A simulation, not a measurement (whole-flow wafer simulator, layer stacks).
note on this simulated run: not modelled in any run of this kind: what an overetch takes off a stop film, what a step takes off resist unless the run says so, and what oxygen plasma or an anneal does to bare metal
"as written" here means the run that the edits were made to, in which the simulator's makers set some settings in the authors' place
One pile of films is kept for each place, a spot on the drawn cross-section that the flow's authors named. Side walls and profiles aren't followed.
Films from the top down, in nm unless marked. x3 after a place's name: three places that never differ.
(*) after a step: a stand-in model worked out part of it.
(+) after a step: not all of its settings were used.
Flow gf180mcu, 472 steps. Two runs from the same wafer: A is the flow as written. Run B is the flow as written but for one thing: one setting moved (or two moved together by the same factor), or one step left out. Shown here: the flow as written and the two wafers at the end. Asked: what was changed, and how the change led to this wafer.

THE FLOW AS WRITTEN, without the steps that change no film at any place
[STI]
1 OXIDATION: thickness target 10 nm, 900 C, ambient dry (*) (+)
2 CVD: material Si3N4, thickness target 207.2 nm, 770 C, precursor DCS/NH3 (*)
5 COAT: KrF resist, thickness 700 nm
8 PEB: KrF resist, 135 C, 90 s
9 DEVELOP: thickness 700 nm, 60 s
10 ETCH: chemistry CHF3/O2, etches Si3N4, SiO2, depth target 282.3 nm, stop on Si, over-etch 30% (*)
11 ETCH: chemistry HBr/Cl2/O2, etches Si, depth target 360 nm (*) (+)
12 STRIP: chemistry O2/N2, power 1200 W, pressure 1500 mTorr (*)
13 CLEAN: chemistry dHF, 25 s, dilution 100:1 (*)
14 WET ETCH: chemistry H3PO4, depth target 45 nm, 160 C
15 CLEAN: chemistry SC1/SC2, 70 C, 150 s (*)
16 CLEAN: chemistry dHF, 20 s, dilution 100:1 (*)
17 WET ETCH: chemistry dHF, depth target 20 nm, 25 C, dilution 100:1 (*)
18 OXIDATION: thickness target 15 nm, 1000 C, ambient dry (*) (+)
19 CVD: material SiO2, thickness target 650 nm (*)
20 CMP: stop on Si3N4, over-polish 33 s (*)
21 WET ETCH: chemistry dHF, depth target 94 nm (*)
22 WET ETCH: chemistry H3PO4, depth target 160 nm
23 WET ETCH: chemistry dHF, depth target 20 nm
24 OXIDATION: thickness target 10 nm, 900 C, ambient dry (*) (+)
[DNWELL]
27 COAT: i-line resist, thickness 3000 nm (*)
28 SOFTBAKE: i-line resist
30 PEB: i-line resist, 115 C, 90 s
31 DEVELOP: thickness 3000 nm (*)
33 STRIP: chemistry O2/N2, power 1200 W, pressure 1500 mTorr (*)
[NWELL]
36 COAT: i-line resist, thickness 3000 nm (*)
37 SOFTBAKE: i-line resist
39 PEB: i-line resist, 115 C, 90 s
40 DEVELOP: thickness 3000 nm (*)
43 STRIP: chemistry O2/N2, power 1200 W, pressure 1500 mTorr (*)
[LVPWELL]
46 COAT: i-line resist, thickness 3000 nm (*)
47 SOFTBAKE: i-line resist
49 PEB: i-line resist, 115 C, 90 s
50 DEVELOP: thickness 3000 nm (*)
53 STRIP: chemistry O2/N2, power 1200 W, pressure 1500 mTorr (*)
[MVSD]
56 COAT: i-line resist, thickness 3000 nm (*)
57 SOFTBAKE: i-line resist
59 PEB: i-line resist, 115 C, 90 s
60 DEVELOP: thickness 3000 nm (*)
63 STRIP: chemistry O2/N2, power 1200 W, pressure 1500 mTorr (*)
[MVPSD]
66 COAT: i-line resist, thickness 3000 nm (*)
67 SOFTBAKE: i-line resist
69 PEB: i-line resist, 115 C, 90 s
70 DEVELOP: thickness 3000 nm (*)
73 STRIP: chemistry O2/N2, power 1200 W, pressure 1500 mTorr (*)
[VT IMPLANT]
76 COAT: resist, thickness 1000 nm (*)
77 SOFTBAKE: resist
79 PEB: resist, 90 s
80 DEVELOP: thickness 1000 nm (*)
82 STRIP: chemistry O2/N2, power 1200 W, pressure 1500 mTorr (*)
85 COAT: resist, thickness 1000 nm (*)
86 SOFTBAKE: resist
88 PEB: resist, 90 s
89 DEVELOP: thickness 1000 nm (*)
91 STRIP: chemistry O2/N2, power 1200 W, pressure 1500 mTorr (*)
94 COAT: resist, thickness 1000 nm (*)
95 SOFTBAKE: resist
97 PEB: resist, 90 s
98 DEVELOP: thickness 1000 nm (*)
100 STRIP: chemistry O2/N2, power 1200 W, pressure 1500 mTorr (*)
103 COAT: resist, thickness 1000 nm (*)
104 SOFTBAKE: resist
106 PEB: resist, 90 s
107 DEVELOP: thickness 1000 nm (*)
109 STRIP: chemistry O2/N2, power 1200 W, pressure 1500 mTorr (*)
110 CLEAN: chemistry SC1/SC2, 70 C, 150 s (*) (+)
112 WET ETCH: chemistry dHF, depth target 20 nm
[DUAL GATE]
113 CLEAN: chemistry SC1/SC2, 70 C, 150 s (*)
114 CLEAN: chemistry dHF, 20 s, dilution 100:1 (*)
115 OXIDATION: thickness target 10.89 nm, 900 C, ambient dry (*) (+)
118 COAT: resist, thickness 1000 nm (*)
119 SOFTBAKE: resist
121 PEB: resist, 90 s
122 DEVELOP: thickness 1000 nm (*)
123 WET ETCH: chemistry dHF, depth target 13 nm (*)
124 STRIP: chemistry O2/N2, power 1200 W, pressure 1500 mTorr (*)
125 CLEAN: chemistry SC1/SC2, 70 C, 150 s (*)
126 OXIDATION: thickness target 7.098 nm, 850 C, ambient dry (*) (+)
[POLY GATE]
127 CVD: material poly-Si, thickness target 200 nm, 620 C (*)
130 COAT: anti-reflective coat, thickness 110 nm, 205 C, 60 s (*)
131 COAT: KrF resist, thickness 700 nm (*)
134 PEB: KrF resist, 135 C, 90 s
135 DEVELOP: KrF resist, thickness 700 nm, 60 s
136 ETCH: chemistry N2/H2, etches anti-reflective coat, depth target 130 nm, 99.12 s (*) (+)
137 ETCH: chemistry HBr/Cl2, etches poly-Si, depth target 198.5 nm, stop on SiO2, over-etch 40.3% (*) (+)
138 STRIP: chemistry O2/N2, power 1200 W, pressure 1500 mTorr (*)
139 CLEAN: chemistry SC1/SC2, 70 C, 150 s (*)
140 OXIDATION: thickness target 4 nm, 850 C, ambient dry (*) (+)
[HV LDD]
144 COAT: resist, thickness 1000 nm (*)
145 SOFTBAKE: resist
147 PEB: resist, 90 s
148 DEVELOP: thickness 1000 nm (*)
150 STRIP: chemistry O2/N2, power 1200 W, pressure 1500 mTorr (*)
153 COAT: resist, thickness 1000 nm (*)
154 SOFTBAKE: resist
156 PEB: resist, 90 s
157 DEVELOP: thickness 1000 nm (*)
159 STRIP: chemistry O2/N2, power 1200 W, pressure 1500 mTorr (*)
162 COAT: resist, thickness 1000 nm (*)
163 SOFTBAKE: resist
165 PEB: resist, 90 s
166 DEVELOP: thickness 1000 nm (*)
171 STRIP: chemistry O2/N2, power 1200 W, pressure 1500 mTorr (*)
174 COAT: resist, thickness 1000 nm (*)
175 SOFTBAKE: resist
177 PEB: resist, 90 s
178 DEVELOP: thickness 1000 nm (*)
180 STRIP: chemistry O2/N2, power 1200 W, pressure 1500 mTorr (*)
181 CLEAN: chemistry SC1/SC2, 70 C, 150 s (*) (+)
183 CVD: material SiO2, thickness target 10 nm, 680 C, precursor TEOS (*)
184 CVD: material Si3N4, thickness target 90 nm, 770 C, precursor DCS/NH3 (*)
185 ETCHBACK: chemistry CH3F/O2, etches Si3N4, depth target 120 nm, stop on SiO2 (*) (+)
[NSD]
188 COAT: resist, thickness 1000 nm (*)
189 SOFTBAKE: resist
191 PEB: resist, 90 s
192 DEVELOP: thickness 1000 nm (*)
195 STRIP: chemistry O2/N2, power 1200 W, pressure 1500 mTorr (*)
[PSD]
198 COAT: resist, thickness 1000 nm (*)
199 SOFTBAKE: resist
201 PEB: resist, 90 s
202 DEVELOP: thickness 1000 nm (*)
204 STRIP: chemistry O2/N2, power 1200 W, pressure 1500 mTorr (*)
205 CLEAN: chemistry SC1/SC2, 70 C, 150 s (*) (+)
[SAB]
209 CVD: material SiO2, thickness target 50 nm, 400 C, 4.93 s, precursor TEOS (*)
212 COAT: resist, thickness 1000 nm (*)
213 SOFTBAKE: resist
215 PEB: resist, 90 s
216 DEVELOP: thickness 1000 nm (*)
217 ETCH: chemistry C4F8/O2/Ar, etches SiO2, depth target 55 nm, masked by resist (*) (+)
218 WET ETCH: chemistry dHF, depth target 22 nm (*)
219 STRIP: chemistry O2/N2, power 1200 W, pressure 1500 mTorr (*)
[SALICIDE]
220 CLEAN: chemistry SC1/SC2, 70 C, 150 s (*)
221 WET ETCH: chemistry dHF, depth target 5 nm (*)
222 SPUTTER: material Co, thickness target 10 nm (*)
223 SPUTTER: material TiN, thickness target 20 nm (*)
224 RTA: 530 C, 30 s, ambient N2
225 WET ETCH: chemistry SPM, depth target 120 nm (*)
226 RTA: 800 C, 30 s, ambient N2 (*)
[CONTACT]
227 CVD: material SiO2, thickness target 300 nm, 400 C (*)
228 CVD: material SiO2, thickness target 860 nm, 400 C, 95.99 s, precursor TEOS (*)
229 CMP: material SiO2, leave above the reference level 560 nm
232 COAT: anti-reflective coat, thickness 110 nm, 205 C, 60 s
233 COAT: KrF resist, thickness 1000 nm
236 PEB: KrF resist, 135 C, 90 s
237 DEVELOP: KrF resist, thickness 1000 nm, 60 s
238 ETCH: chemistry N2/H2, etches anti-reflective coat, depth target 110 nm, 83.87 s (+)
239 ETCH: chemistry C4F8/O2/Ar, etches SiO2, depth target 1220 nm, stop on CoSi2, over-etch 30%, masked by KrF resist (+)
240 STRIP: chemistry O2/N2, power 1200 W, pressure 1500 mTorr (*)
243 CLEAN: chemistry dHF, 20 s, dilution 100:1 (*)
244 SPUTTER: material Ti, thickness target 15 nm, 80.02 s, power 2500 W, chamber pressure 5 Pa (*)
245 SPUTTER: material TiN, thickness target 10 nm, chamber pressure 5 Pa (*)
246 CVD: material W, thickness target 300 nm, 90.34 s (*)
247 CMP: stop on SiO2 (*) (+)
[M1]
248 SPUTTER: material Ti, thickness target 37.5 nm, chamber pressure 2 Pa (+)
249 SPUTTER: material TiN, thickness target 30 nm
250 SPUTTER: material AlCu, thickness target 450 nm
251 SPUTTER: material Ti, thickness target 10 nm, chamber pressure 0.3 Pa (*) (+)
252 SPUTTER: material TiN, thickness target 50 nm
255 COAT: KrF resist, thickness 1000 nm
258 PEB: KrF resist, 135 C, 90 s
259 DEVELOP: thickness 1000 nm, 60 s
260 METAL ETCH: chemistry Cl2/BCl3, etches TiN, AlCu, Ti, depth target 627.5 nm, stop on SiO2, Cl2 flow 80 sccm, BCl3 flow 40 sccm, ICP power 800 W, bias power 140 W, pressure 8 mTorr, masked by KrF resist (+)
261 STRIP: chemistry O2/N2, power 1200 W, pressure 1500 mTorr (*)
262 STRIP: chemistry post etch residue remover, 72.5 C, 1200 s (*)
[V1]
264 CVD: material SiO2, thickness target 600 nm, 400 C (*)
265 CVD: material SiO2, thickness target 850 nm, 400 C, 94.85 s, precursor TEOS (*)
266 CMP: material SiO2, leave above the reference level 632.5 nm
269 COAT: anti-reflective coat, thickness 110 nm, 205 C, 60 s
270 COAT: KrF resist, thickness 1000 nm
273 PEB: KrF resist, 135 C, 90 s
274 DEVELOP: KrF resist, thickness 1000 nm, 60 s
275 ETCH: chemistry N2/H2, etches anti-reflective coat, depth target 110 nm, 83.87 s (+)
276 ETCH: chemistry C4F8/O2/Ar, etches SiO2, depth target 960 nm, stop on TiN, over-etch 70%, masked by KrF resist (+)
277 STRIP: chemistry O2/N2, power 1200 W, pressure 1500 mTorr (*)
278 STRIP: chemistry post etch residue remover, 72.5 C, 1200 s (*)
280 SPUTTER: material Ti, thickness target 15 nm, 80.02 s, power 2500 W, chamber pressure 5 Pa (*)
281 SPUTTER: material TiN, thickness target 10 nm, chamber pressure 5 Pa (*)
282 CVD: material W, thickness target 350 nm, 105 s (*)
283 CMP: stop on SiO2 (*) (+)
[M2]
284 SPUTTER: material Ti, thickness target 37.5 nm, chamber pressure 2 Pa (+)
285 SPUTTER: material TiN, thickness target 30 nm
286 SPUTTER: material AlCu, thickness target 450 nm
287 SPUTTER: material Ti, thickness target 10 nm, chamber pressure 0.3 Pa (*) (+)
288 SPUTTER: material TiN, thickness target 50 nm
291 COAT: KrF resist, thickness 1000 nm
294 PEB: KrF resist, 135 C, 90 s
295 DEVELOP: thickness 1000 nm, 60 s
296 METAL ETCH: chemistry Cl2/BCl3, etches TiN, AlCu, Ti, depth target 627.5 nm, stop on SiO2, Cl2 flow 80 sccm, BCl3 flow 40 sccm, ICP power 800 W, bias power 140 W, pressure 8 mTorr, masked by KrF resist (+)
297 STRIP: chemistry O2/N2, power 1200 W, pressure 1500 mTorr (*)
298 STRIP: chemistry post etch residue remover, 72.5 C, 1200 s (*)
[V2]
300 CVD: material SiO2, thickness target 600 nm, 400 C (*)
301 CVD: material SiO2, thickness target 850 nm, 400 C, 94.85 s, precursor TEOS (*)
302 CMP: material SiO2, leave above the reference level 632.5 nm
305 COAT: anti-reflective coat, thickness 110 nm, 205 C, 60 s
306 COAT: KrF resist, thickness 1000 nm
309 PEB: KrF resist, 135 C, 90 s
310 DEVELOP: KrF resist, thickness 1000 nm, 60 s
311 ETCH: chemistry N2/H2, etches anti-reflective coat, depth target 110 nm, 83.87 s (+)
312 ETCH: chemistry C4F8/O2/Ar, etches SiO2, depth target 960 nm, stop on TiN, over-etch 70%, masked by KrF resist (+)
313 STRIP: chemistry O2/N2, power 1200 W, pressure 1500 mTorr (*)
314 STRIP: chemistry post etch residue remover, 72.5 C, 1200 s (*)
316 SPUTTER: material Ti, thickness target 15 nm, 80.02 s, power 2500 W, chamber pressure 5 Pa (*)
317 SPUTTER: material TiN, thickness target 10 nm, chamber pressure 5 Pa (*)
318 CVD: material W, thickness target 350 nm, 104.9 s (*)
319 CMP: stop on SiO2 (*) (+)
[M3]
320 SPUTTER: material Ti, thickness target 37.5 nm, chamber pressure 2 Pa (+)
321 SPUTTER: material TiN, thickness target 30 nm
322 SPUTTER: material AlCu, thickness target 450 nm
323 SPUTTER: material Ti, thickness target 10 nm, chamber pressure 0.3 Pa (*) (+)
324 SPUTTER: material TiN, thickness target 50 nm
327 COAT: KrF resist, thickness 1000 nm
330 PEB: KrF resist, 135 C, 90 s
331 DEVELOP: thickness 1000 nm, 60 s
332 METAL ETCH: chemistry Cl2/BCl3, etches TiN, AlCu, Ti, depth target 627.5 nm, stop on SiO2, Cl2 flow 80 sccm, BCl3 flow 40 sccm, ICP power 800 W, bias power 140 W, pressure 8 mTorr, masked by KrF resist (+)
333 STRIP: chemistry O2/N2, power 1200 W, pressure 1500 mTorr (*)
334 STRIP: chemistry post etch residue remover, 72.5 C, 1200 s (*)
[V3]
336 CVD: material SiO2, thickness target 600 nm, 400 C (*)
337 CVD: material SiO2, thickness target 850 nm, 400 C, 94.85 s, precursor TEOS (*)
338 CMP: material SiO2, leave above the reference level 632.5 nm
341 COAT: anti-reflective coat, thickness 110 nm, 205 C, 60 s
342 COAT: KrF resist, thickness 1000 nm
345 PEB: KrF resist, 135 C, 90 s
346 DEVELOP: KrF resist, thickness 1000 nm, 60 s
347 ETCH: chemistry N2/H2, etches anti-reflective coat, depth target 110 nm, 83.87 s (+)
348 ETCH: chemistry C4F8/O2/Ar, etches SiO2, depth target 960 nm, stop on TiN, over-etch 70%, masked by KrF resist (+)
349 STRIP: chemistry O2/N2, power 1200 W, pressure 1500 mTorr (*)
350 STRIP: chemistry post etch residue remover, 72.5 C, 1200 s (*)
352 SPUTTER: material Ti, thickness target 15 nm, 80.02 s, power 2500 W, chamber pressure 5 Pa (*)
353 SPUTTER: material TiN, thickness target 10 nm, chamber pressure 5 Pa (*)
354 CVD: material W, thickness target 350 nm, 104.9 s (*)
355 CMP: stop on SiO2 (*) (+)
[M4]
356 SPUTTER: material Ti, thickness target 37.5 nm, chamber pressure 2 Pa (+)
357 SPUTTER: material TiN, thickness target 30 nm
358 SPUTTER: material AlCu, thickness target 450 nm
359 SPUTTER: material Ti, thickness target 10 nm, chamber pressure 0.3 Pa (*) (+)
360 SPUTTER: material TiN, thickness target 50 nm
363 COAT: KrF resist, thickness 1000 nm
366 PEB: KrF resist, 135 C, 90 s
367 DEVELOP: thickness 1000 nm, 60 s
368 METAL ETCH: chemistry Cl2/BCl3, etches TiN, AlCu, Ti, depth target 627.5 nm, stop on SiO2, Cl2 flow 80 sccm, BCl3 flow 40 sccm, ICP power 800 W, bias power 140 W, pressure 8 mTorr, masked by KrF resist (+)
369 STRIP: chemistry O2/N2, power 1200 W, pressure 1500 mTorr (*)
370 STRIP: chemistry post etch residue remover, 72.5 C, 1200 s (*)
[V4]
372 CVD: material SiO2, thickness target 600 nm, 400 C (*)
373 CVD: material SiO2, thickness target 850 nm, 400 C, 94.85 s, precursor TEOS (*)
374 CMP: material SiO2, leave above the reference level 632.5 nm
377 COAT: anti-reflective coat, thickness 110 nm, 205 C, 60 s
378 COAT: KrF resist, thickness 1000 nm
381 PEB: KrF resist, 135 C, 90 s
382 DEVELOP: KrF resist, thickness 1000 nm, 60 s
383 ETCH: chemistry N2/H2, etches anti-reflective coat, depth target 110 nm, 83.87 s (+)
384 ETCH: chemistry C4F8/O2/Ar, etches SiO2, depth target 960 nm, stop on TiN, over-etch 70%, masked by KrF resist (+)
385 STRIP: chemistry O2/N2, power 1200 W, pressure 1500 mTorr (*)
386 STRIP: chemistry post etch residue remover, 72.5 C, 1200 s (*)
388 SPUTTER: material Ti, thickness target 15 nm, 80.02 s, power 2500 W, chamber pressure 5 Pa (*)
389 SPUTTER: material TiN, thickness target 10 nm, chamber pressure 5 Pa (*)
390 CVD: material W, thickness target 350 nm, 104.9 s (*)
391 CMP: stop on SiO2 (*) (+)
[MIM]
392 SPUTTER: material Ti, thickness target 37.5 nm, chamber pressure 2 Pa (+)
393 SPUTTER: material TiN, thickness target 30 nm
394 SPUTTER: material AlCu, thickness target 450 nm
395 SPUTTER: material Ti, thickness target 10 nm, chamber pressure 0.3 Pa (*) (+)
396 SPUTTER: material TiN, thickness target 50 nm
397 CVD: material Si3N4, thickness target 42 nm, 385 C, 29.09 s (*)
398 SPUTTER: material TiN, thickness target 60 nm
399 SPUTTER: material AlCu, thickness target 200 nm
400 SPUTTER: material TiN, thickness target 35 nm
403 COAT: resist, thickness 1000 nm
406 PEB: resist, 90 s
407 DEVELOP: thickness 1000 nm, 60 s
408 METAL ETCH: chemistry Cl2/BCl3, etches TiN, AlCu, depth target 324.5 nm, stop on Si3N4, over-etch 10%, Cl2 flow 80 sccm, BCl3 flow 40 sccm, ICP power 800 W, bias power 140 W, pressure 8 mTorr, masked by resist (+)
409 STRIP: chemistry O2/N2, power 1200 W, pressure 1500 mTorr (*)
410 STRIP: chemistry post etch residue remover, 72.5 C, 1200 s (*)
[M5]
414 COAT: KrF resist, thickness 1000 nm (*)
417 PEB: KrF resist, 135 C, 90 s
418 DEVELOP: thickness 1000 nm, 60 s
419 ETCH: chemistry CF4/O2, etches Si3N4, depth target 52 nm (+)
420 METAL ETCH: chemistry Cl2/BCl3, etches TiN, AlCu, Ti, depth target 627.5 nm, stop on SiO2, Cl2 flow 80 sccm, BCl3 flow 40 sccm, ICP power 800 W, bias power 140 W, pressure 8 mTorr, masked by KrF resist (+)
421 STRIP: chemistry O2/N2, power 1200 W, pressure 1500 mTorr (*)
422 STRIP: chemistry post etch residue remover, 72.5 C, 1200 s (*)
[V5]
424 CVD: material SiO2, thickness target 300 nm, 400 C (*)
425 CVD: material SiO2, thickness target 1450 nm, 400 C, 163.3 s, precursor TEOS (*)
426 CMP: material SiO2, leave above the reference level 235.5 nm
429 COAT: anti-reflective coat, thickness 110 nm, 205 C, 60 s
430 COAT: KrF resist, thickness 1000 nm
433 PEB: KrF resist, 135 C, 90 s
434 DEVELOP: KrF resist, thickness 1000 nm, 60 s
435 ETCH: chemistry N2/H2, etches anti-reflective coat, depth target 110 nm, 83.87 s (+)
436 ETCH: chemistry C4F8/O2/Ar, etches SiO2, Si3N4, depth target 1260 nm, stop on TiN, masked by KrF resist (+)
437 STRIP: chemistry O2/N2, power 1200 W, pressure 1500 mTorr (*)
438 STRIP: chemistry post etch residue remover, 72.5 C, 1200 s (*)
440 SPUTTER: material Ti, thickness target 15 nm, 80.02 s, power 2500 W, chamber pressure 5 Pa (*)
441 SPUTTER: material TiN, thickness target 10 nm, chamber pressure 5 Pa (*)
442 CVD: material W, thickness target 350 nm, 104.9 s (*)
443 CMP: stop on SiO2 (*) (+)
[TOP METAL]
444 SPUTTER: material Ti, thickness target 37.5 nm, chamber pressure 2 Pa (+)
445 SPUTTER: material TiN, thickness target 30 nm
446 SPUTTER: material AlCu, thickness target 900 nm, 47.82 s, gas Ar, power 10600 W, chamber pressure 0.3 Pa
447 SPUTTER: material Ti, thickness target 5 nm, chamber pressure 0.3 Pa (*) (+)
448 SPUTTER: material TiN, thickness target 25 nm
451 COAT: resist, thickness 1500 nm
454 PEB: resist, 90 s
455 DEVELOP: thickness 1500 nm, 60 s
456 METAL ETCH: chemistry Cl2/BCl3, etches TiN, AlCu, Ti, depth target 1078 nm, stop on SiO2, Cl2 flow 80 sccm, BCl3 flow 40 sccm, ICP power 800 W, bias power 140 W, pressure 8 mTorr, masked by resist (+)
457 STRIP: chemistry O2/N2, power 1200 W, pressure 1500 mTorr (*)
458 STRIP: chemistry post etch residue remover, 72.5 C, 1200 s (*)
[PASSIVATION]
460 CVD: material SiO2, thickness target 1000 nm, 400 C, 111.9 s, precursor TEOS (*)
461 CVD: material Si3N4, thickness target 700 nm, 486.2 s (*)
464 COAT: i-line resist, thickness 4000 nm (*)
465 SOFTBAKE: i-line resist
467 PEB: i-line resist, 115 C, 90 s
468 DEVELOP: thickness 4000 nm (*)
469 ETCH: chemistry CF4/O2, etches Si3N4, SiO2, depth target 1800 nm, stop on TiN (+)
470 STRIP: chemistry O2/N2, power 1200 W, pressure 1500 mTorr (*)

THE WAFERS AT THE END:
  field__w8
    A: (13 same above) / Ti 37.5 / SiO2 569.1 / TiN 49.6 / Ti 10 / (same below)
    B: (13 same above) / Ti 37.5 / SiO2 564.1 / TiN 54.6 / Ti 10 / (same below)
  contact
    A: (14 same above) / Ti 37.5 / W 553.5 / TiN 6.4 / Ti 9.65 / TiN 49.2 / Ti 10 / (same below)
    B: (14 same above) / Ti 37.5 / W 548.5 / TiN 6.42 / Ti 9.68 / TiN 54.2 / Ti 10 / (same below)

The cause: step 360, SPUTTER: thickness target 55 nm was run, where the flow has thickness target 50 nm.

How the change led to this, step by step:
  360 SPUTTER: material TiN, thickness target 50 nm
      field, field__w1, field__w2 and 108 more: A TiN +50 (new film) | B TiN +55 (new film)
  368 METAL ETCH: chemistry Cl2/BCl3, etches TiN, AlCu, Ti, depth target 627.5 nm, stop on SiO2, Cl2 flow 80 sccm, BCl3 flow 40 sccm, ICP power 800 W, bias power 140 W, pressure 8 mTorr, masked by KrF resist (+)
      field, field__w1, field__w2 and 103 more: A TiN -50 (all of it), Ti -10 (all of it), AlCu -450 (all of it), TiN -30 (all of it), Ti -37.5 (all of it) | B TiN -55 (all of it), Ti -10 (all of it), AlCu -450 (all of it), TiN -30 (all of it), Ti -37.5 (all of it)
